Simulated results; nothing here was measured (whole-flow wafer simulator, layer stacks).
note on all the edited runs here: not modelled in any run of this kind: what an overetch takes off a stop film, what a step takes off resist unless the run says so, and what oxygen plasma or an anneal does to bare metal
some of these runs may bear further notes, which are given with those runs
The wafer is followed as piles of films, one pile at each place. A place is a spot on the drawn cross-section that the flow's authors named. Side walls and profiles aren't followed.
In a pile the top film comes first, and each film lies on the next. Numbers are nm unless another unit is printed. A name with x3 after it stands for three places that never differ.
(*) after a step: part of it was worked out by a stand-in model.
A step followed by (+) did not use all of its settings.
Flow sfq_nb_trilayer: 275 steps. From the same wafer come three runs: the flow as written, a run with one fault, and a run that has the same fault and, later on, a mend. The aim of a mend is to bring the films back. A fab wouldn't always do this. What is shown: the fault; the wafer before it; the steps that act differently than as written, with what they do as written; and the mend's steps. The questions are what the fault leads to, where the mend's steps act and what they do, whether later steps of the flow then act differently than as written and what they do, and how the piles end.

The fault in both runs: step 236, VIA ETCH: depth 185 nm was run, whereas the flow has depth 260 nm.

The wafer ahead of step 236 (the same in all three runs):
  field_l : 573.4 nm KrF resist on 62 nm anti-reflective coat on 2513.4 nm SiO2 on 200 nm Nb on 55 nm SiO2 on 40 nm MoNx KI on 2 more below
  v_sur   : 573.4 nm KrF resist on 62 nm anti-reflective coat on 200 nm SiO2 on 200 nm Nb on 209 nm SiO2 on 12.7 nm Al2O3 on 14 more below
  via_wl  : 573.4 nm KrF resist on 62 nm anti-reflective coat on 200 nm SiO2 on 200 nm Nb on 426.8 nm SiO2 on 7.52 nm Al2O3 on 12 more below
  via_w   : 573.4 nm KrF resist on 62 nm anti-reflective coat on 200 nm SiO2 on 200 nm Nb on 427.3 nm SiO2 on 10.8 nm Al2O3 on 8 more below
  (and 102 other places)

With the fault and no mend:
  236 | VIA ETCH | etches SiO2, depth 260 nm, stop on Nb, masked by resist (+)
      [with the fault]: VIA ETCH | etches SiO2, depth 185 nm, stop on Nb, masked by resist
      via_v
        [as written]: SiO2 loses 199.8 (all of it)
        [with the fault]: SiO2 loses 185
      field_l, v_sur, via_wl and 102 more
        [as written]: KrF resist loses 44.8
        [with the fault]: KrF resist loses 31.9
  Steps further on in the flow that do not act as written (4 more steps, not shown, differ only slightly: by at most 2% or 0.5 nm, whichever is larger):
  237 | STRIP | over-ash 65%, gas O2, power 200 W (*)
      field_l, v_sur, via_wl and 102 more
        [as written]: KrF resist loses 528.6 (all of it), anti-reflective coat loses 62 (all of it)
        [with the fault]: KrF resist loses 541.5 (all of it), anti-reflective coat loses 62 (all of it)
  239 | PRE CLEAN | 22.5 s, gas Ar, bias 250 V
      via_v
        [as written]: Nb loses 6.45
        [with the fault]: SiO2 loses 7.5
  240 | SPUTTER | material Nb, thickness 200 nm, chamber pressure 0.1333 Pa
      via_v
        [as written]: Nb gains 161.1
        [with the fault]: Nb gains 164.4 (new film)
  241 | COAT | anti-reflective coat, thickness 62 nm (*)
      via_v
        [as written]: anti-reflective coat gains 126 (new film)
        [with the fault]: anti-reflective coat gains 115.8 (new film)
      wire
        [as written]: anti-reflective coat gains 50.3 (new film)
        [with the fault]: anti-reflective coat gains 48.5 (new film)
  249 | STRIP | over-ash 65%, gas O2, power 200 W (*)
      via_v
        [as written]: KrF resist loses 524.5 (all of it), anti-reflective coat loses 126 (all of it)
        [with the fault]: KrF resist loses 518.1 (all of it), anti-reflective coat loses 115.8 (all of it)
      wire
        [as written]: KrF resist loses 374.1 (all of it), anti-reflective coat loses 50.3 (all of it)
        [with the fault]: KrF resist loses 375.9 (all of it), anti-reflective coat loses 48.5 (all of it)
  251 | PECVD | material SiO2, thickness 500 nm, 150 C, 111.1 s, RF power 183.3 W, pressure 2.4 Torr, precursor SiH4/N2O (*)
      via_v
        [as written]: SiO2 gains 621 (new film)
        [with the fault]: SiO2 gains 577.8 (new film)
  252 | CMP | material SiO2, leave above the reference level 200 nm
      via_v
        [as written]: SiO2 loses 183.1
        [with the fault]: SiO2 loses 157.1
  By the end, the piles at via_v depart from the flow's by more than 2% or 0.5 nm, whichever is larger.
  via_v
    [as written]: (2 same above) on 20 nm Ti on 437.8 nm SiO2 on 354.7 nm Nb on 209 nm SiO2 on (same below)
    [with the fault]: (2 same above) on 20 nm Ti on 420.7 nm SiO2 on 164.4 nm Nb on 7.34 nm SiO2 on 200 nm Nb on 209 nm SiO2 on (same below)

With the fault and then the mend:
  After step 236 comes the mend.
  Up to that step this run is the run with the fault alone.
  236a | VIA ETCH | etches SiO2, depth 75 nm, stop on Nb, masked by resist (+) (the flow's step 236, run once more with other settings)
      field_l, v_sur, via_wl and 102 more
        KrF resist loses 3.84
      via_v
        SiO2 loses 14.8 (all of it)
  None of the later steps of the flow differs from how it acts as written, at any place that is followed, by more than 2% or 0.5 nm, whichever is larger.
  At every place that both follow, the piles at the end match the flow's.
